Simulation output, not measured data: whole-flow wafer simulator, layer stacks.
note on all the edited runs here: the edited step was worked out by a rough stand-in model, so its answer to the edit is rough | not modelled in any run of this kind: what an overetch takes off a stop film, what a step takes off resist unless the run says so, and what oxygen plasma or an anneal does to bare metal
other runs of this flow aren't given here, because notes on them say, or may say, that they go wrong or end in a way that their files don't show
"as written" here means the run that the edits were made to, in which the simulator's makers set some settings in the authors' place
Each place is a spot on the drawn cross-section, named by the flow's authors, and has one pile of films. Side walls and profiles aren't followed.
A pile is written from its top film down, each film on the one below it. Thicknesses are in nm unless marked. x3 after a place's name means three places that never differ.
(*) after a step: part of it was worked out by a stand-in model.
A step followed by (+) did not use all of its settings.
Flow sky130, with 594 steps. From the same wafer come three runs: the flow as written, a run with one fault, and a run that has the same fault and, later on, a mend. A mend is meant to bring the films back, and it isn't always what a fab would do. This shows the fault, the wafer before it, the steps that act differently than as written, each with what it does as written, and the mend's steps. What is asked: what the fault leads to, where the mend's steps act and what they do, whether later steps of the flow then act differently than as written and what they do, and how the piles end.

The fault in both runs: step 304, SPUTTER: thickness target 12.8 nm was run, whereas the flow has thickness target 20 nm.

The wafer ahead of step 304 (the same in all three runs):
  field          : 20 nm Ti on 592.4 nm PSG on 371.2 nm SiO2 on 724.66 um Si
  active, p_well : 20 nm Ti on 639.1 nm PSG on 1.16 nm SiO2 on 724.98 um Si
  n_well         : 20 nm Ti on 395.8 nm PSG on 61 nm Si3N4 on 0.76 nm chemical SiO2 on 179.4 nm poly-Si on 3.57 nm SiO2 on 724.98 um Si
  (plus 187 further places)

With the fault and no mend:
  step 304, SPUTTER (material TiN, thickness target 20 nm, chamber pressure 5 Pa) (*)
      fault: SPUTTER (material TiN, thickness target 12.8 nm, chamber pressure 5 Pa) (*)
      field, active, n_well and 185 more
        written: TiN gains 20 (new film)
        fault: TiN gains 12.8 (new film)
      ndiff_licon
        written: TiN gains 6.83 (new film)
        fault: TiN gains 4.42 (new film)
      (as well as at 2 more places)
  Steps later in the flow that act otherwise than as written (7 other steps are not shown; they differ only slightly, by no more than 2% or 0.5 nm, whichever is larger):
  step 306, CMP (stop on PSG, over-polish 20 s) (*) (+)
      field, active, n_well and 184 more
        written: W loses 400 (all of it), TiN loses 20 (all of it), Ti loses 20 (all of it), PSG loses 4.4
        fault: W loses 400 (all of it), TiN loses 12.8 (all of it), Ti loses 20 (all of it), PSG loses 4.4
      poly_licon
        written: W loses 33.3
        fault: W loses 26.1
  The piles end different from the flow's at poly_licon, ndiff_licon, ndiff_licon_cpp, rpo_hd_licon by more than 2% or 0.5 nm, whichever is larger.
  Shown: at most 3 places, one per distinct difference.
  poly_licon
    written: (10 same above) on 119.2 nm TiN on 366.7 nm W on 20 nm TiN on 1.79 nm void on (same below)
    fault: (10 same above) on 119.2 nm TiN on 373.9 nm W on 12.8 nm TiN on 1.79 nm void on (same below)
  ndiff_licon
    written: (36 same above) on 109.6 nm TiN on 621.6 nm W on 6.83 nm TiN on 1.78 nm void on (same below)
    fault: (36 same above) on 109.6 nm TiN on 624 nm W on 4.42 nm TiN on 1.78 nm void on (same below)
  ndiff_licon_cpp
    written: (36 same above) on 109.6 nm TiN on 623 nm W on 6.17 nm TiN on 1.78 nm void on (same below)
    fault: (36 same above) on 109.6 nm TiN on 625.2 nm W on 3.99 nm TiN on 1.78 nm void on (same below)

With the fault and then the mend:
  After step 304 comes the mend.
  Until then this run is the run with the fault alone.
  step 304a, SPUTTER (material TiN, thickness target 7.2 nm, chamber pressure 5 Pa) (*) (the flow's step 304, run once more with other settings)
      field, active, n_well and 185 more
        TiN gains 7.2
      ndiff_licon
        TiN gains 2.41
      ndiff_licon_cpp
        TiN gains 2.18
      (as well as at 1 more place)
  Later steps of the flow that are run all act as written at every place that is followed, up to a difference of at most 2% or 0.5 nm, whichever is larger.
  At the end the piles are close to the flow's at the places that both follow, differing by at most 2% or 0.5 nm, whichever is larger.
